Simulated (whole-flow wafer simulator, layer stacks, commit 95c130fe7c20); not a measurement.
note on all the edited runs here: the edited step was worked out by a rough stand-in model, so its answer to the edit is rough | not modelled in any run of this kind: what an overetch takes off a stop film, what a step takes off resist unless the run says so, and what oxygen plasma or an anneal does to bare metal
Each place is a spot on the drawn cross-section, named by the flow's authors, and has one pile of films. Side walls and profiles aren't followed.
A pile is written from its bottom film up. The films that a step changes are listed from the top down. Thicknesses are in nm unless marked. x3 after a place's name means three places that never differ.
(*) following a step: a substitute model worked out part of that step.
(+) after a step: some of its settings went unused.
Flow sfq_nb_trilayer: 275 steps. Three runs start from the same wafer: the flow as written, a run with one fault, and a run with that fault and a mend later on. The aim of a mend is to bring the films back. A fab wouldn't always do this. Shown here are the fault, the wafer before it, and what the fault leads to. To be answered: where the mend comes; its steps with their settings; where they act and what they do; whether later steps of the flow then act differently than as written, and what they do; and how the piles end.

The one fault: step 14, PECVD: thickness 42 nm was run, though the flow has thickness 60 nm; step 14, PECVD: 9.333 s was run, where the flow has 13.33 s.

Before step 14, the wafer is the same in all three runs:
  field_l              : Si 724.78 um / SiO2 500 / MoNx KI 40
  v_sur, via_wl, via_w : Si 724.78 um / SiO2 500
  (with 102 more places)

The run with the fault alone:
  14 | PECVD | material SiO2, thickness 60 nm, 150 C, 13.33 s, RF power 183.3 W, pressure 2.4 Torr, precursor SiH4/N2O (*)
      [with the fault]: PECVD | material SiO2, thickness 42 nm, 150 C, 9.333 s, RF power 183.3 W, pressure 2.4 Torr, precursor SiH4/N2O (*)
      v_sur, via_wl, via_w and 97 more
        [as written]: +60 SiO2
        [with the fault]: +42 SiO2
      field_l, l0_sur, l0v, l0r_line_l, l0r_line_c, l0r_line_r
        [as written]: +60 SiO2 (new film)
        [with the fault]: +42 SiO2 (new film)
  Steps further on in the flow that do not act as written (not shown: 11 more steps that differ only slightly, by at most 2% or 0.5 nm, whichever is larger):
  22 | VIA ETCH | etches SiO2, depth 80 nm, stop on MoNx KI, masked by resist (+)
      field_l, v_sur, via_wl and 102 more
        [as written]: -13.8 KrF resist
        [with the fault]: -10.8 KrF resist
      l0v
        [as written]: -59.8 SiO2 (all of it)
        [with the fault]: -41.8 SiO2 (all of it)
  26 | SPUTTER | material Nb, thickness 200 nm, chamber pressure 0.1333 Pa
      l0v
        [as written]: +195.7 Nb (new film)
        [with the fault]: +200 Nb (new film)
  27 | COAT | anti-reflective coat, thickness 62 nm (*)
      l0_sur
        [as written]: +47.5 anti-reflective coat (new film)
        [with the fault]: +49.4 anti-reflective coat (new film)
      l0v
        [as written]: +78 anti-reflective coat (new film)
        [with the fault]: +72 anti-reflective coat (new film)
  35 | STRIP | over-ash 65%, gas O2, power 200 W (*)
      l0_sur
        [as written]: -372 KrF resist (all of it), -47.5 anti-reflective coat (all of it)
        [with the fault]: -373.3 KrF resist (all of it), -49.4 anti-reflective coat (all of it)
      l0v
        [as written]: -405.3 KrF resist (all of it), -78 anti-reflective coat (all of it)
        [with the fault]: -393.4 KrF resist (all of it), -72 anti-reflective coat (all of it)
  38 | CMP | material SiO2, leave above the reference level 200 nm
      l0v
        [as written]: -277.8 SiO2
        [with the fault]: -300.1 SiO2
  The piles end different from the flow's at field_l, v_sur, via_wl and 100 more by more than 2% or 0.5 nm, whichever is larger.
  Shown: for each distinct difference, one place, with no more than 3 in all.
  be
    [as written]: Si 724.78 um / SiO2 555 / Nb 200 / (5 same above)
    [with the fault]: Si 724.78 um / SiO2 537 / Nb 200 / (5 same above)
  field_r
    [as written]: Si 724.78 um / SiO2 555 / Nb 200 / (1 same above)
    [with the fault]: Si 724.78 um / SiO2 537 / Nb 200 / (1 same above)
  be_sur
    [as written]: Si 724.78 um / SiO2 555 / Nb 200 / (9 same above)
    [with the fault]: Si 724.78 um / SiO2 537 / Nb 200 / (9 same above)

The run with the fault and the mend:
  After step 20 comes the mend.
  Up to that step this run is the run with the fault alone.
  20a | STRIP | over-ash 65%, gas O2, power 200 W (*)
      p4_fl x3, p4_w1 x9, p4_g1 x2 and 59 more
        -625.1 KrF resist (all of it), -62 anti-reflective coat (all of it)
      jj_sur, ce_l, c5j, ce_r, sp_r, be_r, r_sur
        -632 KrF resist (all of it), -63.7 anti-reflective coat (all of it)
      gap, res, r_end
        -632.1 KrF resist (all of it), -63.7 anti-reflective coat (all of it)
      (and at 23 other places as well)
  20b | PECVD | material SiO2, thickness 18 nm, 150 C, 4 s, RF power 183.3 W, pressure 2.4 Torr, precursor SiH4/N2O (the flow's step 14, run once more with other settings)
      field_l, v_sur, via_wl and 103 more
        +18 SiO2
  20c | COAT | anti-reflective coat, thickness 62 nm (*) (the flow's step 15, run once more)
      p4_fl x3, p4_w1 x9, p4_g1 x2 and 59 more
        +62 anti-reflective coat (new film)
      be_sur, gap, jj_sur and 8 more
        +63.7 anti-reflective coat (new film)
      wire, be, moat, field_r, lsp_l
        +63.8 anti-reflective coat (new film)
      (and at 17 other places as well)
  20d | COAT | KrF resist, thickness 650 nm (*) (the flow's step 16, run once more)
      p4_fl x3, p4_w1 x9, p4_g1 x2 and 59 more
        +650 KrF resist (new film)
      jj_sur, ce_l, c5j, ce_r, sp_r, be_r, r_sur
        +656.9 KrF resist (new film)
      l0r_line_l, l0r_line_c, l0r_line_r
        +646 KrF resist (new film)
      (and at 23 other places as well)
  20e | SOFTBAKE | KrF resist (the flow's step 17, run once more)
      does not change any film at any place that is followed
  20f | EXPOSE | photomask L0V, dose 12.41 mJ/cm2, NA 0.6, wavelength 248 nm (*) (the flow's step 18, run once more)
      does not change any film at any place that is followed
  20g | PEB | KrF resist, 90 s (the flow's step 19, run once more)
      p4_fl x3, p4_w1 x9, p4_g1 x2 and 59 more
        -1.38 KrF resist
      via_v, wire, be and 15 more
        -1.39 KrF resist
      v_sur, via_w, via_wr, via_sp, lsp_m, ln_m6, lsp_r
        -1.4 KrF resist
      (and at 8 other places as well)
  20h | DEVELOP | KrF resist, thickness 650 nm, 60 s (the flow's step 20, run once more)
      field_l, v_sur, via_wl and 102 more
        -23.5 KrF resist
      l0v
        -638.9 KrF resist (all of it)
  Every later step of the flow that is run acts as written, at every place that is followed, to within 2% or 0.5 nm, whichever is larger.
  At every place that both follow, the piles at the end match the flow's.
